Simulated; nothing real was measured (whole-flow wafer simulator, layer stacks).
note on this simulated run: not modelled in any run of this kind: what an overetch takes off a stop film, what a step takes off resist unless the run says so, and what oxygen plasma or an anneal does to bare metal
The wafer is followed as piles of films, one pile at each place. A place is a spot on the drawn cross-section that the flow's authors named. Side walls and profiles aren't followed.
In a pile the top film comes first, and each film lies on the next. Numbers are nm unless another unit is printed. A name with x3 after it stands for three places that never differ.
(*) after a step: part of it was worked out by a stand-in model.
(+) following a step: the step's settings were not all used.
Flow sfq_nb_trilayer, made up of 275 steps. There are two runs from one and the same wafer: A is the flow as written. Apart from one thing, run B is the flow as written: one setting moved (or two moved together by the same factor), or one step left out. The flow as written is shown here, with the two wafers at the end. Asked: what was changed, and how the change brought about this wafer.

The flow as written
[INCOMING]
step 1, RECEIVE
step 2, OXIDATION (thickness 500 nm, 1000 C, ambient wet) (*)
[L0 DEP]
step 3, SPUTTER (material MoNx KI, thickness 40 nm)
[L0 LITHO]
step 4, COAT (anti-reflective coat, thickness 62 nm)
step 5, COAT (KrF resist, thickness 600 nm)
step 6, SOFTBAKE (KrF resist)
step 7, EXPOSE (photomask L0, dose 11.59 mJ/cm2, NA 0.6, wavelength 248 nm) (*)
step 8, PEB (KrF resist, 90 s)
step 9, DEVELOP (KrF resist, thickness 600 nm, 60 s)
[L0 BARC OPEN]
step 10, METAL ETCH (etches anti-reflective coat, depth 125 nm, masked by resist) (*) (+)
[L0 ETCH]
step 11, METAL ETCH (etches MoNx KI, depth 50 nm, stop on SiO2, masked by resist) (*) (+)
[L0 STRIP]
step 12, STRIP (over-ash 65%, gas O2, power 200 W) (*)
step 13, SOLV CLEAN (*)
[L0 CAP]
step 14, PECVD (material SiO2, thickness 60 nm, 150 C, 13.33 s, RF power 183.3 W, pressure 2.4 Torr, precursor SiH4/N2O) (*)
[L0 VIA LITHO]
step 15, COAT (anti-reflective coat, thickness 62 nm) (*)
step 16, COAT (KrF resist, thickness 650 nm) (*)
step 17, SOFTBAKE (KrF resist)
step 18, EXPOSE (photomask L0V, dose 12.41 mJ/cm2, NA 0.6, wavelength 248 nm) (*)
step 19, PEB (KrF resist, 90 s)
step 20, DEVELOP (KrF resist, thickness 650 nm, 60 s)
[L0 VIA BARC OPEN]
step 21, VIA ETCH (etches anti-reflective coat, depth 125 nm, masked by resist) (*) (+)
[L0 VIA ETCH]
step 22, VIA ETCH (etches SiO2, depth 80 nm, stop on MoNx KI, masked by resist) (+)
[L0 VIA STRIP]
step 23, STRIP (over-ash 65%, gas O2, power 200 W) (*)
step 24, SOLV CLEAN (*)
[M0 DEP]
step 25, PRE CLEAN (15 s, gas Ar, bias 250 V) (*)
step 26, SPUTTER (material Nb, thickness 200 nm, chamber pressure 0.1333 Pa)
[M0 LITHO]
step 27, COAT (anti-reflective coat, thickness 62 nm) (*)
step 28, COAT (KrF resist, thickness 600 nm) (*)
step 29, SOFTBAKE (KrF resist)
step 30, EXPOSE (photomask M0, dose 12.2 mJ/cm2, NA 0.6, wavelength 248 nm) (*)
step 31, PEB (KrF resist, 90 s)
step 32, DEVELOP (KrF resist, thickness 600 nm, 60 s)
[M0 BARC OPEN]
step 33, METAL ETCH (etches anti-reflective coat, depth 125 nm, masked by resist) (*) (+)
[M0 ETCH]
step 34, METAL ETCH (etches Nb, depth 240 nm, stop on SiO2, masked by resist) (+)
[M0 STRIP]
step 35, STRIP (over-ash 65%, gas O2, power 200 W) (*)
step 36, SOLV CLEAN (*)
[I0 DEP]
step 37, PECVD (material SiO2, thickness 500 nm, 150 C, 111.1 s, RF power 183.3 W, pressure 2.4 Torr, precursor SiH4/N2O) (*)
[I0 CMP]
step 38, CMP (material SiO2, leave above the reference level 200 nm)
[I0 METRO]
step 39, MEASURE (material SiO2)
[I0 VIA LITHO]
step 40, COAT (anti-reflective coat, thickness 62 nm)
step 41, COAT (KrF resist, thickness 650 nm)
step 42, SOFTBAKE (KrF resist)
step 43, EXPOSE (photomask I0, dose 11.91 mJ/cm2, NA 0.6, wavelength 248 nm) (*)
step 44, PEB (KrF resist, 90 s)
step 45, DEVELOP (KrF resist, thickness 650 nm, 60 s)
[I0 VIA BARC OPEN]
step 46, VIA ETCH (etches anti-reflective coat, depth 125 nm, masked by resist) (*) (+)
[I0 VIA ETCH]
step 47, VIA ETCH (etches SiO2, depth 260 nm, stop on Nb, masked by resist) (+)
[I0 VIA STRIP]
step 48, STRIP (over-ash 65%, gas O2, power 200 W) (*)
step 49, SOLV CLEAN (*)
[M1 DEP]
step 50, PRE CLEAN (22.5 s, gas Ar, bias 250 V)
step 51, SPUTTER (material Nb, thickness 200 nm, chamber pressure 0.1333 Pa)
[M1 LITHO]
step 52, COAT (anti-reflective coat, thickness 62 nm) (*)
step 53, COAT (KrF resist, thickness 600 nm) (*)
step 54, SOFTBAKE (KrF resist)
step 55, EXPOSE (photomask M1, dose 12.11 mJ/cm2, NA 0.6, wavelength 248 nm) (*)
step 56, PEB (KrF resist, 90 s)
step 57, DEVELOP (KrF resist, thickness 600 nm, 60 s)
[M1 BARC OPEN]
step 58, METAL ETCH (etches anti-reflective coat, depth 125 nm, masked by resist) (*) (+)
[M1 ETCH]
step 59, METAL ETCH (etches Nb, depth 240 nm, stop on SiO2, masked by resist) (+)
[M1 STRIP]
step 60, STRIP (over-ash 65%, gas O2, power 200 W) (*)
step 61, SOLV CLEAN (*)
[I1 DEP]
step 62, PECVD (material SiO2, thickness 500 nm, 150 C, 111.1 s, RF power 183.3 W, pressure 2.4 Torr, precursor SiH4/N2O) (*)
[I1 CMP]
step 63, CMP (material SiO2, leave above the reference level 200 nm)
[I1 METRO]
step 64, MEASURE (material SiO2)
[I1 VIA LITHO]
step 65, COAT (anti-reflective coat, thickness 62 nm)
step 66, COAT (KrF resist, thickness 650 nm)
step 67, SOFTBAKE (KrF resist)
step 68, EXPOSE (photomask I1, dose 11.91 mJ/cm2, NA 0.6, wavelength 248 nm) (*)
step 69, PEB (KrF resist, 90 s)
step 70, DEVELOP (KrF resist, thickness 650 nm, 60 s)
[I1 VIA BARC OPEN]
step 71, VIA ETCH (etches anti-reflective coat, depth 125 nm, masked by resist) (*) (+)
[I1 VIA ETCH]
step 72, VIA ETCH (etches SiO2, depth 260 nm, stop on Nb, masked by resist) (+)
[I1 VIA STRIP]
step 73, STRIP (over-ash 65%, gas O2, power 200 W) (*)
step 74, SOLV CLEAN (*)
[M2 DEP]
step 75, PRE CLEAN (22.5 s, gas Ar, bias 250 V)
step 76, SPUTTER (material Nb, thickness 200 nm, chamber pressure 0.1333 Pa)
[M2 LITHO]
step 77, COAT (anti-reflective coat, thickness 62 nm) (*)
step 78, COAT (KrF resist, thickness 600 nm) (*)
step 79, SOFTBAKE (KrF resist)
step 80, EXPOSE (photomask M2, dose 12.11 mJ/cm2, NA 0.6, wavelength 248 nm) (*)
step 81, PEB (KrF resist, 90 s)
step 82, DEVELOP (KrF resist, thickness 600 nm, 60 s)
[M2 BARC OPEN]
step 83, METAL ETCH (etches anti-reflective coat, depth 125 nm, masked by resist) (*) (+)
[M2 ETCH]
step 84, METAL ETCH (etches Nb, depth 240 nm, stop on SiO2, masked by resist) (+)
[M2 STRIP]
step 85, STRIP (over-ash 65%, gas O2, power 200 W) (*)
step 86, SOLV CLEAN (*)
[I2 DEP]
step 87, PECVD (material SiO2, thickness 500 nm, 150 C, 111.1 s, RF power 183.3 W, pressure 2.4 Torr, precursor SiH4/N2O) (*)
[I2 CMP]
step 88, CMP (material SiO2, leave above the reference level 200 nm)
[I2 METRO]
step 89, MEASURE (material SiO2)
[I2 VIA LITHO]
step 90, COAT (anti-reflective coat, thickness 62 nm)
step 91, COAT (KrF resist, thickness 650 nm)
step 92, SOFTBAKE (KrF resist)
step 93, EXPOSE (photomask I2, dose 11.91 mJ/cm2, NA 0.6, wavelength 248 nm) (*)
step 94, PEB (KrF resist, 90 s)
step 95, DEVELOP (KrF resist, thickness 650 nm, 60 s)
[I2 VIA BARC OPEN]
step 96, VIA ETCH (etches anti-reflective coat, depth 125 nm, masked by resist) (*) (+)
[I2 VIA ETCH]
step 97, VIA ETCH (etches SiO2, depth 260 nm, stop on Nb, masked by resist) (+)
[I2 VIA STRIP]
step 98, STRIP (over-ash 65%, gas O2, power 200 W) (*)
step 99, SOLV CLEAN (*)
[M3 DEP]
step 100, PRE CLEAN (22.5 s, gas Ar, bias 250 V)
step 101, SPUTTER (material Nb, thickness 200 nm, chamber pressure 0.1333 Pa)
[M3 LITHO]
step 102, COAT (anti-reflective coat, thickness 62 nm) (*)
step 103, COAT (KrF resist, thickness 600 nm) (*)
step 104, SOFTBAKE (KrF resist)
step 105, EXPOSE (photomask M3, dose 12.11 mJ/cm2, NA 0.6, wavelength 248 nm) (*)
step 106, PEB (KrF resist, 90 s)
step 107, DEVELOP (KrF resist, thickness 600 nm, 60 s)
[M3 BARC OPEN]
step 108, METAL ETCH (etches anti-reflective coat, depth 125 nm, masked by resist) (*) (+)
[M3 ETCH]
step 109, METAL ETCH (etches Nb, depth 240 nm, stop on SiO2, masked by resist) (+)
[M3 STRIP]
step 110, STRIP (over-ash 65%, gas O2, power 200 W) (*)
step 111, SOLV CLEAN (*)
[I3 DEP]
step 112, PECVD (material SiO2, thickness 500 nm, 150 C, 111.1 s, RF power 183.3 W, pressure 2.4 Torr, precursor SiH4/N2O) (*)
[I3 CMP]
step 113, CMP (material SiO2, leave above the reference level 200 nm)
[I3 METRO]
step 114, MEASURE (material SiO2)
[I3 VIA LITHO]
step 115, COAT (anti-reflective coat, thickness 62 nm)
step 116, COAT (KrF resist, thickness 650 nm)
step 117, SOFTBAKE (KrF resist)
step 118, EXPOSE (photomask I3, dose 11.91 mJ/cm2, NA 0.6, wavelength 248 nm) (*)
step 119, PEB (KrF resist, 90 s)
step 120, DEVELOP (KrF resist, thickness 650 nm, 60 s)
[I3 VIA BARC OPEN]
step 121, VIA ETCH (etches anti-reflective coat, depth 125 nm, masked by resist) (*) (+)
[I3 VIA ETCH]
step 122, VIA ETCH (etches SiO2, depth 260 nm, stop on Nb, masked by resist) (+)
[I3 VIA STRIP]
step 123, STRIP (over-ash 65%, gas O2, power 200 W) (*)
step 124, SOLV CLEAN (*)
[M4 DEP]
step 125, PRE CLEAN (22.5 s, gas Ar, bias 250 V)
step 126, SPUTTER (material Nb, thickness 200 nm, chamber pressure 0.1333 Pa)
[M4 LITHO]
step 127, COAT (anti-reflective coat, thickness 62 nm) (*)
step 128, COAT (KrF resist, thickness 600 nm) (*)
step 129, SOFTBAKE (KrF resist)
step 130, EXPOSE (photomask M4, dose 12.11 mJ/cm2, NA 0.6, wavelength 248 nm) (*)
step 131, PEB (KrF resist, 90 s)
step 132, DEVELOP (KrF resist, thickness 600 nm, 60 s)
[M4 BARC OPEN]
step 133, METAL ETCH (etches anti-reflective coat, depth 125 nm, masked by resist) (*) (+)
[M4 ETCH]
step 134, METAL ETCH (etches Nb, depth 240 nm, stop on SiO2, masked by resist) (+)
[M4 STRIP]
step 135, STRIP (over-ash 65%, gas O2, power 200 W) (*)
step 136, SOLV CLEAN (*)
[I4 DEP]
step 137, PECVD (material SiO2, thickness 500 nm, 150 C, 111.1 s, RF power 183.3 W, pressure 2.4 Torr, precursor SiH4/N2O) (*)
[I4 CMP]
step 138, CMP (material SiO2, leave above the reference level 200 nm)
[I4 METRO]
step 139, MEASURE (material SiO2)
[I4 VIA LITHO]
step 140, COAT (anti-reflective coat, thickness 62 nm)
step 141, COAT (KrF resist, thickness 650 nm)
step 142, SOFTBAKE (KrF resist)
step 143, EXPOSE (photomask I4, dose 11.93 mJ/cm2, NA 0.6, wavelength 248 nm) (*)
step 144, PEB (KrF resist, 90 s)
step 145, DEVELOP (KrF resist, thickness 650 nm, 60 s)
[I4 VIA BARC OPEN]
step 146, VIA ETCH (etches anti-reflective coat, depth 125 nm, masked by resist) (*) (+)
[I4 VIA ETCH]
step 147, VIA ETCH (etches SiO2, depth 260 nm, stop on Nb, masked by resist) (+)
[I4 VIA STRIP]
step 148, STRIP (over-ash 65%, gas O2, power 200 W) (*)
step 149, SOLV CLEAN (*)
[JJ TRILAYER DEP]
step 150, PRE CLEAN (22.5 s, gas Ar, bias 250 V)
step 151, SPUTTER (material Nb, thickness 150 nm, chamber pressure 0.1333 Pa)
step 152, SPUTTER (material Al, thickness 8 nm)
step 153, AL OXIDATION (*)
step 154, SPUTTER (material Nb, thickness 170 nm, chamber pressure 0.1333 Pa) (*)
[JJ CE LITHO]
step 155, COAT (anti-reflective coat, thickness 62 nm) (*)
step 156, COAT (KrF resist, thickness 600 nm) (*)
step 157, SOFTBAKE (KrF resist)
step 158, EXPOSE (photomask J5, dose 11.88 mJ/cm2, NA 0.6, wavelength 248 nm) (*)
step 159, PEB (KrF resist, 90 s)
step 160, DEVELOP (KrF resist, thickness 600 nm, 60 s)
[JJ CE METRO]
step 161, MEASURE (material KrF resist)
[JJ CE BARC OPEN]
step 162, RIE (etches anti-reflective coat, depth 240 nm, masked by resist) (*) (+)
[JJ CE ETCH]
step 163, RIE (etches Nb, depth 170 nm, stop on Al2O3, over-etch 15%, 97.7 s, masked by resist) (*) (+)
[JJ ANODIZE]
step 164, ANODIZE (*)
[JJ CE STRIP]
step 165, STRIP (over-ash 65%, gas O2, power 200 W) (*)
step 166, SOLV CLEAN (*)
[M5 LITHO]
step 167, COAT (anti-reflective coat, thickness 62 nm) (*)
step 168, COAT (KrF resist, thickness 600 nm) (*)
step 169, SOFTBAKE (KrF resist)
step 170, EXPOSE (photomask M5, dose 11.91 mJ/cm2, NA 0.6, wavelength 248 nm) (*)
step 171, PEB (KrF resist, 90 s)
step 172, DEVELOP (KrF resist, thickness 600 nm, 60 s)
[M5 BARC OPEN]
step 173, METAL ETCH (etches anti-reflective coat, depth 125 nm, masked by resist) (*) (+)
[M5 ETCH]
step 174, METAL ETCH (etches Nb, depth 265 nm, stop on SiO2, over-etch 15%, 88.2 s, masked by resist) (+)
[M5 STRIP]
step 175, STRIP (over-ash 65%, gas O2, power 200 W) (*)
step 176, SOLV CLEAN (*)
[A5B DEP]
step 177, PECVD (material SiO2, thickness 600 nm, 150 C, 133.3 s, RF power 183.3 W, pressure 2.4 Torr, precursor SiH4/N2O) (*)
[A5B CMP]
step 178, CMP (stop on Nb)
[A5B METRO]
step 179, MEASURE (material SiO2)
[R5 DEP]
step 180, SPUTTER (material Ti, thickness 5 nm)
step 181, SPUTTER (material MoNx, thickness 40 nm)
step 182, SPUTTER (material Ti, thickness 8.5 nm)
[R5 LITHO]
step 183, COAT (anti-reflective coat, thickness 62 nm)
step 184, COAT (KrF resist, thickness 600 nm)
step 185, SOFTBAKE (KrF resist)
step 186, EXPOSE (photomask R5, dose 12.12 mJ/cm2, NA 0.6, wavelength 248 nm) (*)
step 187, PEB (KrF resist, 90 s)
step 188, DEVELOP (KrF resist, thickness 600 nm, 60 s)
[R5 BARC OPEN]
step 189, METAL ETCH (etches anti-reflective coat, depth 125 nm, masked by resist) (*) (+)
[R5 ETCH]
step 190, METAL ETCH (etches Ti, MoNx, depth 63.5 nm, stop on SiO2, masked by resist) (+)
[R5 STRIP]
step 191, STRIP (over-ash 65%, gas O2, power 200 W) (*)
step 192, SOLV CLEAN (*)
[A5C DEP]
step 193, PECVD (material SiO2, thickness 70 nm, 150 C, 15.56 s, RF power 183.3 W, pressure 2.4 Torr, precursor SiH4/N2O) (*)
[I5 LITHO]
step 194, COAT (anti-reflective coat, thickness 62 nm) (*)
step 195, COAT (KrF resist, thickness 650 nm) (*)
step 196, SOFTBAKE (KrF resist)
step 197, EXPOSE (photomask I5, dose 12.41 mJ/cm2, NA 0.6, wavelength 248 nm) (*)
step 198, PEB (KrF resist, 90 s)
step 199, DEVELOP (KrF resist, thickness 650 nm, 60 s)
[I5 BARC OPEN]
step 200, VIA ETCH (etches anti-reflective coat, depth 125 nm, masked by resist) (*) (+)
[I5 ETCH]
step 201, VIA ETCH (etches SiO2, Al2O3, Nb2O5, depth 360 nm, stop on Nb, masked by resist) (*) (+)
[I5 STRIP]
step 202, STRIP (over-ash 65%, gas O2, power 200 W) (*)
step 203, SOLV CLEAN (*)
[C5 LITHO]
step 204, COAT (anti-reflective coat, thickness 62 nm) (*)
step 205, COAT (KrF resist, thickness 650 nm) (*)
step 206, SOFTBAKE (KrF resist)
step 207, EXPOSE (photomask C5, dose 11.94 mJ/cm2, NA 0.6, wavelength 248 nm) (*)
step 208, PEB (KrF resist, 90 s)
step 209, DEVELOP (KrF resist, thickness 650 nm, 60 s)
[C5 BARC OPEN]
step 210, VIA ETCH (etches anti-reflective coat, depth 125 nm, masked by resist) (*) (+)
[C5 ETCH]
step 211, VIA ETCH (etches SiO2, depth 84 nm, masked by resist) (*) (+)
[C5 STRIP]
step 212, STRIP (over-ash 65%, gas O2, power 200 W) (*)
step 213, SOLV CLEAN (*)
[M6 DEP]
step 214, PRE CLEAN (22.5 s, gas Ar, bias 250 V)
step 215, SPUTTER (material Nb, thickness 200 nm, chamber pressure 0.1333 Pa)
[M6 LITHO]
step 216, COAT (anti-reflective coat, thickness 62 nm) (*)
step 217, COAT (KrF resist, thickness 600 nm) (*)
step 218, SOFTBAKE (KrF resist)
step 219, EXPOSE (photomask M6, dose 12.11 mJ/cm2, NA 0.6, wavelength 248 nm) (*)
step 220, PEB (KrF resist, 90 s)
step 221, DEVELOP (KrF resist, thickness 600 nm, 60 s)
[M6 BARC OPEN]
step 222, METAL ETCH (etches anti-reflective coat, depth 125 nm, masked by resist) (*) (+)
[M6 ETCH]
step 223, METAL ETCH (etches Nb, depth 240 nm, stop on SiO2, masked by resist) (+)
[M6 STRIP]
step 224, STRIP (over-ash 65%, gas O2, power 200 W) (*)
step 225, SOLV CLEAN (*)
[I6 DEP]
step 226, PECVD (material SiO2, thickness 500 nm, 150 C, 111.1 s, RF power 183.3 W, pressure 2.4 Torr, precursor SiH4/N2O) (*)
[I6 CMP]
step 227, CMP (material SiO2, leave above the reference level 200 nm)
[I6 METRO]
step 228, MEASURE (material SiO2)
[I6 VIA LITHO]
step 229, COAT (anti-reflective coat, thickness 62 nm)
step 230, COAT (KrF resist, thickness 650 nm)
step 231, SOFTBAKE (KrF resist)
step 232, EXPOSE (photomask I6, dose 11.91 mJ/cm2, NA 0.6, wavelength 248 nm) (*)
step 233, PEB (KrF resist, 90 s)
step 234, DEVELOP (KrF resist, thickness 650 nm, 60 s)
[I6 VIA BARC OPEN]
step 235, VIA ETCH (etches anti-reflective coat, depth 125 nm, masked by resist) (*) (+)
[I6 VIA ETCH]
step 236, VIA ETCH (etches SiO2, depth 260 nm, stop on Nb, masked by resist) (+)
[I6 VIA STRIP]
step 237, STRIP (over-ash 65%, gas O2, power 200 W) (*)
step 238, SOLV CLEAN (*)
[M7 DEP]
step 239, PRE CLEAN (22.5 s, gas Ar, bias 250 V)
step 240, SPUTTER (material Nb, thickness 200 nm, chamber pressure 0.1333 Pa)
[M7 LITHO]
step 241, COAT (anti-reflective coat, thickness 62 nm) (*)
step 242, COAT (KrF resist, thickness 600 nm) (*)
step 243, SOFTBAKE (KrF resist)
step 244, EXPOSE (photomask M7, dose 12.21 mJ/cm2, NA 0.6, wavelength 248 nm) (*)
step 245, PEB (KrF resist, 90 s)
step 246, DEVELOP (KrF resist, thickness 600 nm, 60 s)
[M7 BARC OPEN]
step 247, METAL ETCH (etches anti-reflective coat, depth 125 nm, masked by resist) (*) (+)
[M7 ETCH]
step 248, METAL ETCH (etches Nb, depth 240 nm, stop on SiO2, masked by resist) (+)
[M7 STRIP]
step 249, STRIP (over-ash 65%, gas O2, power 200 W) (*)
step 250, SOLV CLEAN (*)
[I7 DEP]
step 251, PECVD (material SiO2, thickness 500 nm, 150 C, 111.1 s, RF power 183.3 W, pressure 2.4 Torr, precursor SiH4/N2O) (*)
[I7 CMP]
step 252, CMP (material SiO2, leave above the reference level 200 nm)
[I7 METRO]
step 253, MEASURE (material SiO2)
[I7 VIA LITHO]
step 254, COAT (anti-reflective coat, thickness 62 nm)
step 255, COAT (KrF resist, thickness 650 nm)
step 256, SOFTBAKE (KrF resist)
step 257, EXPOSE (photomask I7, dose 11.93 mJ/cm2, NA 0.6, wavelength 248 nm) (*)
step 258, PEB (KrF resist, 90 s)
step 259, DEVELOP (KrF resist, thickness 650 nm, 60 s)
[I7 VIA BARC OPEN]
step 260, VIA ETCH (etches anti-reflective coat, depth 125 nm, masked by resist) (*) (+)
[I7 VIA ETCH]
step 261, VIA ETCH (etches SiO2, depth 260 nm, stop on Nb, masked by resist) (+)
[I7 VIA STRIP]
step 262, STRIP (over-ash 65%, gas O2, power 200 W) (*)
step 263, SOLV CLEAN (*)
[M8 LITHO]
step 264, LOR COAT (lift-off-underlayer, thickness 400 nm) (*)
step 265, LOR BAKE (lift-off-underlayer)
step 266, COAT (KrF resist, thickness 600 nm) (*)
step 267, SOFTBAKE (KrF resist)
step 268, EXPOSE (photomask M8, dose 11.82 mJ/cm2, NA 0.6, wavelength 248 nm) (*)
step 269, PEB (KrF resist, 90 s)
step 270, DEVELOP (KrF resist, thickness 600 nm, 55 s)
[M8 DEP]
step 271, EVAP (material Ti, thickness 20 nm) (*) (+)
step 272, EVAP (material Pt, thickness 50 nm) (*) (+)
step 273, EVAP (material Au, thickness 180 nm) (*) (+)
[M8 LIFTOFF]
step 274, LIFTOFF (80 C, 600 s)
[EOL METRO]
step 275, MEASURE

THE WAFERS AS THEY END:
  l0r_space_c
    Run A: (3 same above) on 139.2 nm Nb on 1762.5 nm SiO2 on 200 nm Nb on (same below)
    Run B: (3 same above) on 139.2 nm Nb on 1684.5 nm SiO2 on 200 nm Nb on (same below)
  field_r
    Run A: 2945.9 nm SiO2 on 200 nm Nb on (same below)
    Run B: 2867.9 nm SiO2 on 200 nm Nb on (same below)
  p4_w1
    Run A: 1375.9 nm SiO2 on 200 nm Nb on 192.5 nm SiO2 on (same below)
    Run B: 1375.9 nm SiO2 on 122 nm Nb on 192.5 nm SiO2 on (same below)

What caused this: step 126, SPUTTER: thickness 122 nm was run, though the flow has thickness 200 nm.
The wafer itself shows it: p4_w1 has Nb 122, and step 126 as written asks for 200 nm.

How this came from the change, step by step:
  step 126, SPUTTER (material Nb, thickness 200 nm, chamber pressure 0.1333 Pa)
      field_l, v_sur, via_wl and 102 more: A +200 Nb (new film) | B +122 Nb (new film)
      via_v: A +165.5 Nb | B +100.6 Nb
  step 127, COAT (anti-reflective coat, thickness 62 nm) (*)
      via_v: A +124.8 anti-reflective coat (new film) | B +120.9 anti-reflective coat (new film)
  step 134, METAL ETCH (etches Nb, depth 240 nm, stop on SiO2, masked by resist) (+)
      field_l, be, be_sur and 64 more: A -200 Nb (all of it) | B -122 Nb (all of it)
      v_sur, via_wl, via_w and 36 more: A -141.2 KrF resist | B -107.6 KrF resist
  step 135, STRIP (over-ash 65%, gas O2, power 200 W) (*)
      p4_fl, p4_fm, p4_w1 and 26 more: A -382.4 KrF resist (all of it), -62 anti-reflective coat (all of it) | B -415.9 KrF resist (all of it), -62 anti-reflective coat (all of it)
      ln_m5, lsp_m, ln_m6: A -381.9 KrF resist (all of it), -61.8 anti-reflective coat (all of it) | B -415.5 KrF resist (all of it), -61.8 anti-reflective coat (all of it)
      (as well as at 7 more places)
  step 137, PECVD (material SiO2, thickness 500 nm, 150 C, 111.1 s, RF power 183.3 W, pressure 2.4 Torr, precursor SiH4/N2O) (*)
      p3_s0, p3_s1, p3_s2, p3_s3, p3_s4, p3_s5: A +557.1 SiO2 | B +500 SiO2
      via_v: A +615 SiO2 (new film) | B +593.4 SiO2 (new film)
  step 138, CMP (material SiO2, leave above the reference level 200 nm)
      field_l, be, be_sur and 55 more: A -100 SiO2 | B -178 SiO2
      p3_s0, p3_s1, p3_s2, p3_s3, p3_s4, p3_s5: A -157.1 SiO2 | B -178 SiO2
      (as well as at 4 more places)
